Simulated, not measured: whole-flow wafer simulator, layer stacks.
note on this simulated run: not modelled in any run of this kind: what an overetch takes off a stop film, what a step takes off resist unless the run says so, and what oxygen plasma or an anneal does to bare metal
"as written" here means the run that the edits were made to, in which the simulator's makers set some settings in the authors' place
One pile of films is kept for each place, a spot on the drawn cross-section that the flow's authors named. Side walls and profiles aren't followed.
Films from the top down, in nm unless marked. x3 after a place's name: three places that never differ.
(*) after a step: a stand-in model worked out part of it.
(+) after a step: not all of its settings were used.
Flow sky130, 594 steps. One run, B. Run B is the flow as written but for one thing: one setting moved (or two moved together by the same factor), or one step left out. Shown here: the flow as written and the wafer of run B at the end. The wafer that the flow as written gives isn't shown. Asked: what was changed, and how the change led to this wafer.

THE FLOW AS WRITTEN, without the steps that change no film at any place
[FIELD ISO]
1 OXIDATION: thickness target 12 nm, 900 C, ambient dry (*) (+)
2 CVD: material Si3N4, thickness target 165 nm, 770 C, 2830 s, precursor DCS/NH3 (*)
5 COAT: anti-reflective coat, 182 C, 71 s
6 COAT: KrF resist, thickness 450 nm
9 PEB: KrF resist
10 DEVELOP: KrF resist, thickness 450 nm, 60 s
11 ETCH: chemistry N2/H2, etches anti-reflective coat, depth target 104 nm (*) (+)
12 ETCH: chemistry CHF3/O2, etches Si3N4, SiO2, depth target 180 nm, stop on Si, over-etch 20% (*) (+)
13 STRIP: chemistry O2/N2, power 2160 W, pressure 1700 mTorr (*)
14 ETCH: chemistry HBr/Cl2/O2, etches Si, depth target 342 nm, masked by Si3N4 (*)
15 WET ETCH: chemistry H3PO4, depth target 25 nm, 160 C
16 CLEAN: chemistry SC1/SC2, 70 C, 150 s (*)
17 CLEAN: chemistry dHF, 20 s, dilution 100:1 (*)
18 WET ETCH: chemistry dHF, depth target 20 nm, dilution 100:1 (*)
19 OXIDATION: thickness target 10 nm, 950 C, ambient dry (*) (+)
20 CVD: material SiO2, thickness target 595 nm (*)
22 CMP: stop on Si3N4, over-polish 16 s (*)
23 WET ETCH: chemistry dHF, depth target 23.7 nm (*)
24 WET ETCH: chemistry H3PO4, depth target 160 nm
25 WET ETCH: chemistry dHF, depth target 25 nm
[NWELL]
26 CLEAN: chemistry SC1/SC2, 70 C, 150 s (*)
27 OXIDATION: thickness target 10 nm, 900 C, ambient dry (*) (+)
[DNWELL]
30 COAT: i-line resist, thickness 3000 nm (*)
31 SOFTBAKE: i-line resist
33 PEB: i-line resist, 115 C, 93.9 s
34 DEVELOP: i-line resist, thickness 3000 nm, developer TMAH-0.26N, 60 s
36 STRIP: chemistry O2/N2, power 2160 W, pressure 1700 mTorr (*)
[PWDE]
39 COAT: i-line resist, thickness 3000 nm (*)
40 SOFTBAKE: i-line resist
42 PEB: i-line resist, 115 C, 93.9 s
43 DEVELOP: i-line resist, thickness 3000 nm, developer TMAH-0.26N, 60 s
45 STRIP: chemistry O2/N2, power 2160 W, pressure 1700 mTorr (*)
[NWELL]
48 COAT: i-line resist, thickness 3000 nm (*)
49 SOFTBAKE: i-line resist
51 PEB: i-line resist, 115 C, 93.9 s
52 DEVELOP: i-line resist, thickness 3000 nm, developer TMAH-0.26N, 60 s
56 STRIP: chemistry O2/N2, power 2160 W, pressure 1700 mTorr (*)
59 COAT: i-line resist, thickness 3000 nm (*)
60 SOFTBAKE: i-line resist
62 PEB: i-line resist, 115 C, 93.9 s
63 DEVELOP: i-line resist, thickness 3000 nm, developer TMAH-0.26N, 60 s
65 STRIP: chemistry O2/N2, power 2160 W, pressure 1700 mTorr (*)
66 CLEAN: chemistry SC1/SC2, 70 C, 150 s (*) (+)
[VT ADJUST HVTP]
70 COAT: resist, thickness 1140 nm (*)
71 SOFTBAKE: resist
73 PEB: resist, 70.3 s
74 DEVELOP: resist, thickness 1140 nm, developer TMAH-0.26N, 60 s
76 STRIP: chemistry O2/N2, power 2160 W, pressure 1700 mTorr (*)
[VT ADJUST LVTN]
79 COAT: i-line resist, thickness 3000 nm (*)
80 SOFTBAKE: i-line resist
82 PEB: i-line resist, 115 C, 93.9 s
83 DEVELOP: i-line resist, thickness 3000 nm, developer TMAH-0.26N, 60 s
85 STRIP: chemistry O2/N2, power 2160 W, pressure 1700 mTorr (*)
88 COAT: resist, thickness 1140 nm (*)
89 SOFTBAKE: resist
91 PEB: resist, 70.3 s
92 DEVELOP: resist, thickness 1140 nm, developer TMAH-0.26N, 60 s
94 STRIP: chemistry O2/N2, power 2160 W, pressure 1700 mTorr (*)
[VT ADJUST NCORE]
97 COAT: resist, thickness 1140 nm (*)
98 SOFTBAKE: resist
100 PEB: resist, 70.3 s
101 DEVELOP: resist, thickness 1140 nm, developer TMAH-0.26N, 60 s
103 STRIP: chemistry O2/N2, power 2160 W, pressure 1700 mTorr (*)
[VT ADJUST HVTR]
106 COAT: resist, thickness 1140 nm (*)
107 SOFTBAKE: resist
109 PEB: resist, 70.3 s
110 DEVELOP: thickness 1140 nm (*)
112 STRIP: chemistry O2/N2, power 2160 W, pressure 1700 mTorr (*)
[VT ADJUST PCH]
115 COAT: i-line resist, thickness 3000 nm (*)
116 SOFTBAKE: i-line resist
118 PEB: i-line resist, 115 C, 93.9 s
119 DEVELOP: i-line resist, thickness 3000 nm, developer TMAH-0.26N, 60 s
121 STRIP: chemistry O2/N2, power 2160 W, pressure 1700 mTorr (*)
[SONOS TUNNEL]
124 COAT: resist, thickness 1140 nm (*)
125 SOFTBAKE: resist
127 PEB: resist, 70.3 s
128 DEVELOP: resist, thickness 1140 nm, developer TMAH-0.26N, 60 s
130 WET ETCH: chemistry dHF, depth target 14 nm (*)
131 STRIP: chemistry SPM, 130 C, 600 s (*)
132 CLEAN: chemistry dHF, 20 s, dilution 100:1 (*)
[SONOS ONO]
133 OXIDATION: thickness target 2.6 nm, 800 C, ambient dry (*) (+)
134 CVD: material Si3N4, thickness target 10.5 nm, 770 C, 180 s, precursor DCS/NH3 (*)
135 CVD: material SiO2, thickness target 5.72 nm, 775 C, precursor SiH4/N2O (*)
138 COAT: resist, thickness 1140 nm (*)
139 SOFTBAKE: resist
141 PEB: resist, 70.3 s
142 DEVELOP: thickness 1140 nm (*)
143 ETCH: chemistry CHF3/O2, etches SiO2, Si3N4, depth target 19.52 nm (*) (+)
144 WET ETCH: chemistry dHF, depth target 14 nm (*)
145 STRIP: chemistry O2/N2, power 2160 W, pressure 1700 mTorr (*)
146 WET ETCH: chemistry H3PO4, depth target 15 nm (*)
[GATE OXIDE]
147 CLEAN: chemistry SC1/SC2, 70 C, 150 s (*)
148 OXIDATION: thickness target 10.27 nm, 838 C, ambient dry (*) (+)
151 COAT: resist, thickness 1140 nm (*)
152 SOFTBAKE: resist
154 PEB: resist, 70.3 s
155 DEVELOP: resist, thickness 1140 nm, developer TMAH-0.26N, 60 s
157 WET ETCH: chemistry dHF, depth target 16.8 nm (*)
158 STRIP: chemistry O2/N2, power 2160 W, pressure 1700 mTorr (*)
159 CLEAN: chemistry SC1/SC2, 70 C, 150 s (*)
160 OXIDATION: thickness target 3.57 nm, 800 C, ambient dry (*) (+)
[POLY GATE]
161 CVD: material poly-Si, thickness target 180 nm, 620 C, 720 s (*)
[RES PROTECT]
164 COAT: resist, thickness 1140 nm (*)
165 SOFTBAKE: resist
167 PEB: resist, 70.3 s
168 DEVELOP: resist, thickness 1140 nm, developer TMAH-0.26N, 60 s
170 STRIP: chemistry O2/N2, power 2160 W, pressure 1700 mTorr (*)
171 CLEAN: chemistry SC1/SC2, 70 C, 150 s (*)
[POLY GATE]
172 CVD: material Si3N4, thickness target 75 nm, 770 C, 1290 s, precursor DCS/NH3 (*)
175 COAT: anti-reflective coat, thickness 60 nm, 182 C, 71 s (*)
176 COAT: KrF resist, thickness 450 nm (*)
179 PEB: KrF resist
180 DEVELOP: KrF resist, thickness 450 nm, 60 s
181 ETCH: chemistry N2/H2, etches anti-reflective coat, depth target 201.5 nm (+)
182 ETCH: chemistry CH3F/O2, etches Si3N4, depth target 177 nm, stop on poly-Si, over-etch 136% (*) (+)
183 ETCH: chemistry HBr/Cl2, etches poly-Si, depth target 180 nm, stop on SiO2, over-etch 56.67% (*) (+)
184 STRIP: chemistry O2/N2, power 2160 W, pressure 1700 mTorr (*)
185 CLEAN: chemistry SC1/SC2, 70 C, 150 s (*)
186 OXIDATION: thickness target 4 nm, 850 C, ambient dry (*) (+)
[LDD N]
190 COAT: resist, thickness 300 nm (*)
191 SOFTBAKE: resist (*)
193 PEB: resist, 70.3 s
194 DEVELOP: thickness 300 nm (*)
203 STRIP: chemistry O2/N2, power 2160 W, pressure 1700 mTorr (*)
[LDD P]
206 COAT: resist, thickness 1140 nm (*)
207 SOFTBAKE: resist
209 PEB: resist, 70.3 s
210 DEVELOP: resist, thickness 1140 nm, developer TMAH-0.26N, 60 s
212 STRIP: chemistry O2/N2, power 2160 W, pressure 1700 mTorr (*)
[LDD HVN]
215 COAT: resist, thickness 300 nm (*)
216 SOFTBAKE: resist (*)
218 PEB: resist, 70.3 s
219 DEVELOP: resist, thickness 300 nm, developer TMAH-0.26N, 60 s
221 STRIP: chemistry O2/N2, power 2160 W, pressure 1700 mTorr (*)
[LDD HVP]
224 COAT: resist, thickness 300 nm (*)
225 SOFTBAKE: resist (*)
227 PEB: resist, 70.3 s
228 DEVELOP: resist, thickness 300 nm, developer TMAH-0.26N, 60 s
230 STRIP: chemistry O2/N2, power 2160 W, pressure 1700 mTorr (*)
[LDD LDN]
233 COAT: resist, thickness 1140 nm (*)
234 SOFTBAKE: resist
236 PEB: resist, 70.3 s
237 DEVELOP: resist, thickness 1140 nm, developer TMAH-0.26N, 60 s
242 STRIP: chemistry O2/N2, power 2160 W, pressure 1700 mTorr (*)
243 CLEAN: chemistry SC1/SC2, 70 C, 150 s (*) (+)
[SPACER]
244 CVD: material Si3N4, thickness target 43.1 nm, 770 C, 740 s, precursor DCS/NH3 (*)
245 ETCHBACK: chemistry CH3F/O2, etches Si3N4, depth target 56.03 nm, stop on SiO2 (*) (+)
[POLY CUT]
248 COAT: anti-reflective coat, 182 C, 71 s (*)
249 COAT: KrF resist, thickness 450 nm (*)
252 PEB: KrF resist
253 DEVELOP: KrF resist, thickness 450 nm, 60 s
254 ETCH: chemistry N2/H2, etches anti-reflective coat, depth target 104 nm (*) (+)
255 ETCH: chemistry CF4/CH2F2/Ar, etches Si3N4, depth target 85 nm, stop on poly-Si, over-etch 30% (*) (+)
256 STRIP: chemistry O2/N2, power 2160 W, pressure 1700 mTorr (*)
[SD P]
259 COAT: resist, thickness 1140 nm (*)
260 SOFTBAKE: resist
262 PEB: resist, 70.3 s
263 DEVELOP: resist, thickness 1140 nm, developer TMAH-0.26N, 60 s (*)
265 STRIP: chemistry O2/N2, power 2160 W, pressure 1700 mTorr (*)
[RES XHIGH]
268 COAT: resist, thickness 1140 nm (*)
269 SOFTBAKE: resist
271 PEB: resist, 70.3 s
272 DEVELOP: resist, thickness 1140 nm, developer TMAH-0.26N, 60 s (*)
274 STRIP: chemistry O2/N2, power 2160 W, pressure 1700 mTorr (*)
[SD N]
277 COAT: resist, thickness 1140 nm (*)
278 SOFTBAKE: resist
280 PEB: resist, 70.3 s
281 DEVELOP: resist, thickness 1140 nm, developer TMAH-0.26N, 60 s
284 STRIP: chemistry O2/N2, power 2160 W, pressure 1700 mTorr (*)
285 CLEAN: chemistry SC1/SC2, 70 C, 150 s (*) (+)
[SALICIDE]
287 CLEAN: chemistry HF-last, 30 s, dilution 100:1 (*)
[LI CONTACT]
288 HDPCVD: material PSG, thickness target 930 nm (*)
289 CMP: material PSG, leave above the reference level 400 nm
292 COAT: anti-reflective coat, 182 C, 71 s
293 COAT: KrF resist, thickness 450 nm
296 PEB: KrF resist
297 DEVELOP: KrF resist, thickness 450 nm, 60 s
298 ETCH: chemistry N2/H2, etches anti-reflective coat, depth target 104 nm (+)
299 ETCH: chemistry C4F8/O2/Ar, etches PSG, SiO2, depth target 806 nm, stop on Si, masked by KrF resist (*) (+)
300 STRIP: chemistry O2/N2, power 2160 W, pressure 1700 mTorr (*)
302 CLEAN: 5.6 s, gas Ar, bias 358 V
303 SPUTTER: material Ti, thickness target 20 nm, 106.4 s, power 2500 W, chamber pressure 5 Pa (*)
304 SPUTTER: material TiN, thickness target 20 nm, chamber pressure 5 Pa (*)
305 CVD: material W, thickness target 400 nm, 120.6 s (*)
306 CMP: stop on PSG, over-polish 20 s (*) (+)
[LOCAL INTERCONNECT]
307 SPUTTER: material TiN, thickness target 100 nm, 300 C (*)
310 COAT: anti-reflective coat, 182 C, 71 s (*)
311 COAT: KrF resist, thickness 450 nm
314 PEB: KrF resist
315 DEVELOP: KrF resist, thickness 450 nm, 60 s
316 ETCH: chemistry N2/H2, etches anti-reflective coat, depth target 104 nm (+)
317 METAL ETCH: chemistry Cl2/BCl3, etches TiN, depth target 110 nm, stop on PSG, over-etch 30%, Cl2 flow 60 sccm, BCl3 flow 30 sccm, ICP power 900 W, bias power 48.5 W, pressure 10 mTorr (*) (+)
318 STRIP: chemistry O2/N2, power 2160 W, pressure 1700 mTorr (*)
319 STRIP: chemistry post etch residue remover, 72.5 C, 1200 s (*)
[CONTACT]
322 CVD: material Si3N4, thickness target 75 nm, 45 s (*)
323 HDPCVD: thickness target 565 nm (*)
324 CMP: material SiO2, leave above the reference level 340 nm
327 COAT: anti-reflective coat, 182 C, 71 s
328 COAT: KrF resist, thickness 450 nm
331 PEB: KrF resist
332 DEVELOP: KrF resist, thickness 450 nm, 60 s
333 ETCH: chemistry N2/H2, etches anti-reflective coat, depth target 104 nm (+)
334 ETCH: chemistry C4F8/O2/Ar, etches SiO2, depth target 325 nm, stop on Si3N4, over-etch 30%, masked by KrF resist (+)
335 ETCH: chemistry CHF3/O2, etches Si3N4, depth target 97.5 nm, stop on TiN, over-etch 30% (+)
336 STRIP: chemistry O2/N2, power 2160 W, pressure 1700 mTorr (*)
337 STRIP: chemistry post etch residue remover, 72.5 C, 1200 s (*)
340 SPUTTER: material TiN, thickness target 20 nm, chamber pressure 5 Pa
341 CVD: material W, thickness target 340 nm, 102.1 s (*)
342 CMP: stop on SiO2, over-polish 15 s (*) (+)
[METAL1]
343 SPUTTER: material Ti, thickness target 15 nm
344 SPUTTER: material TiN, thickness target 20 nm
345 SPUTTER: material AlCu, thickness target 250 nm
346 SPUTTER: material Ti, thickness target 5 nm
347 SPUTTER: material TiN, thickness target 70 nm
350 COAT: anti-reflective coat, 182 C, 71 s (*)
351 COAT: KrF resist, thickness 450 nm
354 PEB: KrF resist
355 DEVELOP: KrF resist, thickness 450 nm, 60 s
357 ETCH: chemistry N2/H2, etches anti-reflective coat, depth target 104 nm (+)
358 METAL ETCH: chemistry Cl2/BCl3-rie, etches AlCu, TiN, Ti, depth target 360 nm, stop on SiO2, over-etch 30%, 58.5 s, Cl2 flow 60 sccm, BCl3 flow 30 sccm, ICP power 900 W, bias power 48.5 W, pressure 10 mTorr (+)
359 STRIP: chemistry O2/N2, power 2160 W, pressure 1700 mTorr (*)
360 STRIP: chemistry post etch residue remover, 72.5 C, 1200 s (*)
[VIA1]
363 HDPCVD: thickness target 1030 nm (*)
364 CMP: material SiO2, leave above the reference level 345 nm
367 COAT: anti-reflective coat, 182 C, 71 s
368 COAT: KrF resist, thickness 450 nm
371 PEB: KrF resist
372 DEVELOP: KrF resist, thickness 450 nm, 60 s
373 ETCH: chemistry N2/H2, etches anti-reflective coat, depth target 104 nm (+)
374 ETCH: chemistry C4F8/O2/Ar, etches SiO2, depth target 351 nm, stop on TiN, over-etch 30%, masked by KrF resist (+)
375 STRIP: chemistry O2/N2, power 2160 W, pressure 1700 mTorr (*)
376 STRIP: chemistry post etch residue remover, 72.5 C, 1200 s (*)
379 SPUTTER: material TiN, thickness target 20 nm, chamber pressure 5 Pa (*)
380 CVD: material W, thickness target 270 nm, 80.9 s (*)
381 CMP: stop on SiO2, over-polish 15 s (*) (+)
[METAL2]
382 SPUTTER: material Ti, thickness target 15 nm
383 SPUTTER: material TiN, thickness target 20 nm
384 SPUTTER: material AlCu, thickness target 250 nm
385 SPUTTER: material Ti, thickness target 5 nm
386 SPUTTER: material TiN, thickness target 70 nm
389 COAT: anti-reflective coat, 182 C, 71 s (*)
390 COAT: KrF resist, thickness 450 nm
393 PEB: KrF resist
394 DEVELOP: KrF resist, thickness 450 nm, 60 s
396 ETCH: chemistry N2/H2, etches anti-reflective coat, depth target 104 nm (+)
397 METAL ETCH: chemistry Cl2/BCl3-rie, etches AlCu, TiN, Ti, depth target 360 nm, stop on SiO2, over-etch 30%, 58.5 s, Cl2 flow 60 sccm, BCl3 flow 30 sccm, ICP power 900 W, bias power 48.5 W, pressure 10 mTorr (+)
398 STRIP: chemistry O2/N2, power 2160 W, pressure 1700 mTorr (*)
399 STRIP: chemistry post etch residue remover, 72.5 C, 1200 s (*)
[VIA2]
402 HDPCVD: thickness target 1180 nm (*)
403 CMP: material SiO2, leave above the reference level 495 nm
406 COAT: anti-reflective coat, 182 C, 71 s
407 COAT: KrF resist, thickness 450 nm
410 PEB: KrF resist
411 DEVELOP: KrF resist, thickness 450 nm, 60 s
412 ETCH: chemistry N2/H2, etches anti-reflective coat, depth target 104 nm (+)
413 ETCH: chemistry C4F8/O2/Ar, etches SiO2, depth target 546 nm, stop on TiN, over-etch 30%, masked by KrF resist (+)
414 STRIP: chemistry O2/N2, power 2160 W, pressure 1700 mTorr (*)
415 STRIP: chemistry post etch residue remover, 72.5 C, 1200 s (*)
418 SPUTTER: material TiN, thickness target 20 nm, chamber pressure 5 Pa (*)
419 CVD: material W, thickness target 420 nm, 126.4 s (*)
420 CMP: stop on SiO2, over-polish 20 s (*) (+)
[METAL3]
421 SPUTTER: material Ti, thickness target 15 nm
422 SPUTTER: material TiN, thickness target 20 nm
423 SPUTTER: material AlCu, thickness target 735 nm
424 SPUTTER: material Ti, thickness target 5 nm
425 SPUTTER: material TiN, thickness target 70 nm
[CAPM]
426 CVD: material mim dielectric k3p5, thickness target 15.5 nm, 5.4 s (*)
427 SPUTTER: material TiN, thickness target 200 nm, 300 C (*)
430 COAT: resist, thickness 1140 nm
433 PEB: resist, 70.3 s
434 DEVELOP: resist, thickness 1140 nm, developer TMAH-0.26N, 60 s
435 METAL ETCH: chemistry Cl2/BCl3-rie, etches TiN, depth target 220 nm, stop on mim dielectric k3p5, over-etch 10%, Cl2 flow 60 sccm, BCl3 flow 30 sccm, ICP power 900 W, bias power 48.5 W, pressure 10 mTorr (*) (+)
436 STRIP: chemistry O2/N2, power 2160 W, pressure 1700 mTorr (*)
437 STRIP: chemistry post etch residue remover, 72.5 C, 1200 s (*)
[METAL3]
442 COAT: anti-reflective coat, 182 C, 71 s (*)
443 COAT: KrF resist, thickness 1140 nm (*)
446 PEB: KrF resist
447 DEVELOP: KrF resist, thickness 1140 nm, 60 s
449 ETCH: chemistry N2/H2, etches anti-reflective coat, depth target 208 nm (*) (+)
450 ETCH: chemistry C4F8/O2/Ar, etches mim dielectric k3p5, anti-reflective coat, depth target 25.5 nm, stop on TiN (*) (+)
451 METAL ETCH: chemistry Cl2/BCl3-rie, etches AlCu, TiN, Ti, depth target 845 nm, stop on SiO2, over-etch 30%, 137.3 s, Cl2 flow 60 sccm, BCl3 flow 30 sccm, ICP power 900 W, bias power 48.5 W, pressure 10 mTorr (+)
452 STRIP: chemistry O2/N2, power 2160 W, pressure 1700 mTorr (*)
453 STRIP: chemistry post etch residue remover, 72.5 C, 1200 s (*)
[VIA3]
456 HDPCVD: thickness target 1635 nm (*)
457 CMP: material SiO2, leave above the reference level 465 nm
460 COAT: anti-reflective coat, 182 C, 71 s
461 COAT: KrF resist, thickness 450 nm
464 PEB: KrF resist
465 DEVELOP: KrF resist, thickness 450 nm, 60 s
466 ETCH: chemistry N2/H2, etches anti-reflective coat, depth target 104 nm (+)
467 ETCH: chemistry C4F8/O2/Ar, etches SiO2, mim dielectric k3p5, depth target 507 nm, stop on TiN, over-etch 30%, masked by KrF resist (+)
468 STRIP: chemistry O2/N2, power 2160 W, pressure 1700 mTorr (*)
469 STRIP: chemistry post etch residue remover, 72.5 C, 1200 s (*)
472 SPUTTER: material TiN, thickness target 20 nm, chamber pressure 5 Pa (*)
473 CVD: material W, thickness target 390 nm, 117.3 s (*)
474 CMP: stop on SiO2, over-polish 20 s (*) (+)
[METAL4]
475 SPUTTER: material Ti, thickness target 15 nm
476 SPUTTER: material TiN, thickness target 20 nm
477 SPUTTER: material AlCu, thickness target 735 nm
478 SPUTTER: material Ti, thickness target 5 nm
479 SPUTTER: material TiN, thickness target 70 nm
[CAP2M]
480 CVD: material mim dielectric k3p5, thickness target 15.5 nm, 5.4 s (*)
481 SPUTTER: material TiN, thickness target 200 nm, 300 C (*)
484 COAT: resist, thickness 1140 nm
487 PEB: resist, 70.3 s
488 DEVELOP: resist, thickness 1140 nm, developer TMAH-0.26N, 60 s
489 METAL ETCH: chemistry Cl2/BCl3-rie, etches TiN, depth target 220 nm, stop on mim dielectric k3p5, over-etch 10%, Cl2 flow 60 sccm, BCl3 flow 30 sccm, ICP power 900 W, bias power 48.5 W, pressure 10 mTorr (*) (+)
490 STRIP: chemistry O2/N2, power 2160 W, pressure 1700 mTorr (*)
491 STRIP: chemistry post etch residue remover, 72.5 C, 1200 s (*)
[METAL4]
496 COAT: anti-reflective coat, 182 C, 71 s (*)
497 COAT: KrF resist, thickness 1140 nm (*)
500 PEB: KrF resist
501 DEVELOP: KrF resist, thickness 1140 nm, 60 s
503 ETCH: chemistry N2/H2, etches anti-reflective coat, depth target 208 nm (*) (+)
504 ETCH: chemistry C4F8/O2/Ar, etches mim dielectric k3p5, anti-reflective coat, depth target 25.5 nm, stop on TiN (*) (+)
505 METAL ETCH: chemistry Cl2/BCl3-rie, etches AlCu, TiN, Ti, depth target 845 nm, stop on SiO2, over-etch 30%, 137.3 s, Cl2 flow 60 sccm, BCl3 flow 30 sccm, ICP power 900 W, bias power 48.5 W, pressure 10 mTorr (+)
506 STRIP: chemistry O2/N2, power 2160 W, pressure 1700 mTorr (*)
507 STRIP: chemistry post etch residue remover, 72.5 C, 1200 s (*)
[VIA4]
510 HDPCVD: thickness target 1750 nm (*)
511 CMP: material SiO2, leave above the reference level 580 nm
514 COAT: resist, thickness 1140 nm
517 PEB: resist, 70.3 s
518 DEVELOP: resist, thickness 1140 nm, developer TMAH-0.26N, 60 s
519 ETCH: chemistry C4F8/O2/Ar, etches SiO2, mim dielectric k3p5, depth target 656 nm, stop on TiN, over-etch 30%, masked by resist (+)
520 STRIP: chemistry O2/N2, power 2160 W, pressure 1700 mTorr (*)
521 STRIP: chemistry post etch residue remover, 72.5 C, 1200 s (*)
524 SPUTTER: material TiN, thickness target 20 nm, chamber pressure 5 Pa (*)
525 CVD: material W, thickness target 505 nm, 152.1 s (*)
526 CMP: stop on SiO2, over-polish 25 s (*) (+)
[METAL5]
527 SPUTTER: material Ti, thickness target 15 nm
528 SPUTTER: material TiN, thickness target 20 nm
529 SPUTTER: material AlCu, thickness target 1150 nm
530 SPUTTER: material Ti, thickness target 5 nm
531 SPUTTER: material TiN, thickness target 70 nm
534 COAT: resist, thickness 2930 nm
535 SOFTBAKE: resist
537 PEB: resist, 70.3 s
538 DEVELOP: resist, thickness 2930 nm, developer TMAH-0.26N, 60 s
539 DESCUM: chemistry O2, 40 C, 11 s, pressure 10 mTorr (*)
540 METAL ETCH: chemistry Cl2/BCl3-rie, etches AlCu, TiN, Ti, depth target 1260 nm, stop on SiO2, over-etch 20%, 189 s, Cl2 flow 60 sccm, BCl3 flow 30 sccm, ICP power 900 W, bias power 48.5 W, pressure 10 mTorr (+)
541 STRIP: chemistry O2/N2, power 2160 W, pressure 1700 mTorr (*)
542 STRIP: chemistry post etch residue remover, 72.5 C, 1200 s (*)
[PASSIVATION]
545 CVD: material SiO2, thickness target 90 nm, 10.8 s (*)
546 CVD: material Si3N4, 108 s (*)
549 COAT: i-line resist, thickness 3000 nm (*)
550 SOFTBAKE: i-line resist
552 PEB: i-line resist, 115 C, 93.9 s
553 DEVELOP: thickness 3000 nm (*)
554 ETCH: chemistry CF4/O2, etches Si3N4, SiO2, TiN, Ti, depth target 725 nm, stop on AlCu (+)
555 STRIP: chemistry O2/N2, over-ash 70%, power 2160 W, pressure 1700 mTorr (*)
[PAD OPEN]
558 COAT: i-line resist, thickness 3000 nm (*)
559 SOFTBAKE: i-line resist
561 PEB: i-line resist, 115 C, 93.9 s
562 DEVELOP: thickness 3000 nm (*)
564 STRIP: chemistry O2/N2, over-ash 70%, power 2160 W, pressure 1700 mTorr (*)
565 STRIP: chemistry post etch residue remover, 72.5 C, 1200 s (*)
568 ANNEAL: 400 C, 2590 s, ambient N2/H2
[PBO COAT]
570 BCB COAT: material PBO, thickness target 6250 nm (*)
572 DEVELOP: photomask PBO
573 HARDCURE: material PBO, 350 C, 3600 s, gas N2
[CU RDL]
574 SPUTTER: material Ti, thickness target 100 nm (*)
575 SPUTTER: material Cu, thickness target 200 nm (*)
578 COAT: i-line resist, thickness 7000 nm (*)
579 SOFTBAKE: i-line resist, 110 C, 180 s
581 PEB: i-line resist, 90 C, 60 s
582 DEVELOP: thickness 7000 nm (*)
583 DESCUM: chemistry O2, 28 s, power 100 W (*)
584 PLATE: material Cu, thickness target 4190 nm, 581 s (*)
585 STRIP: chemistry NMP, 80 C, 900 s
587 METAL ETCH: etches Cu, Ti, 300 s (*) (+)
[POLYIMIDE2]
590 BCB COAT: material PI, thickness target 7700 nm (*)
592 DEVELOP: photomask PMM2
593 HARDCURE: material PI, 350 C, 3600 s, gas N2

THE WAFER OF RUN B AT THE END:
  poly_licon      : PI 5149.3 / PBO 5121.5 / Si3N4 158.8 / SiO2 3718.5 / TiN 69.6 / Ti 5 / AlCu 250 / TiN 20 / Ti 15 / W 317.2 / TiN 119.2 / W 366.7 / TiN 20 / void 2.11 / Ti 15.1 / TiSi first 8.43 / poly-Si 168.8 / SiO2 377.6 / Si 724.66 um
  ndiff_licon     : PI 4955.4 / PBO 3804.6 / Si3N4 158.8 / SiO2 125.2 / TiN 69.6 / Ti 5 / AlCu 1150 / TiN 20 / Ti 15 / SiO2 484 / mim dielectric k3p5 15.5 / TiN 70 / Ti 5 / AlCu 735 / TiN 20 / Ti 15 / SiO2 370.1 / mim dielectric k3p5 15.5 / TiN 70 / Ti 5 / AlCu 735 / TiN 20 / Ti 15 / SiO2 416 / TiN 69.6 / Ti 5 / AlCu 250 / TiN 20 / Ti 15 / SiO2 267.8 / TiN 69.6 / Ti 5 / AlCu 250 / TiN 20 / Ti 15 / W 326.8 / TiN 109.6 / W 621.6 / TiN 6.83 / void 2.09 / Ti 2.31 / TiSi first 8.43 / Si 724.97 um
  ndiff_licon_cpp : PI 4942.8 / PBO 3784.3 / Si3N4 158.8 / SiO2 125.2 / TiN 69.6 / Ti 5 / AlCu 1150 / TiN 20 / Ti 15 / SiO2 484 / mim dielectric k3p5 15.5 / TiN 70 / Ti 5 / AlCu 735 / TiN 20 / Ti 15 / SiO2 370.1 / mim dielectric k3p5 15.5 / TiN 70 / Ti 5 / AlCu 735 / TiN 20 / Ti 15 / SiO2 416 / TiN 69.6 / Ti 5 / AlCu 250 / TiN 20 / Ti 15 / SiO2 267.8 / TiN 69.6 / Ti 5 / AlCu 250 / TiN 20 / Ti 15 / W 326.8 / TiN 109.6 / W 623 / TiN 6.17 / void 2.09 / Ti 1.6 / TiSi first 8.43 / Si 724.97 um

The cause: step 593, HARDCURE: 385 C was run, where the flow has 350 C.

How the change led to this, step by step:
  593 HARDCURE: material PI, 350 C, 3600 s, gas N2
      poly_licon, rpo_hd_licon: PI -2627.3, void +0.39, Ti -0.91, TiSi first +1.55, poly-Si -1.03 (as written it would be: PI -2627.3, void +0.07, Ti -0.17, TiSi first +0.28, poly-Si -0.19)
      ndiff_licon: PI -2692.9, void +0.38, Ti -0.91, TiSi first +1.55, Si -1.03 (as written it would be: PI -2692.9, void +0.07, Ti -0.17, TiSi first +0.28, Si -0.19)
      (and at 1 more place)
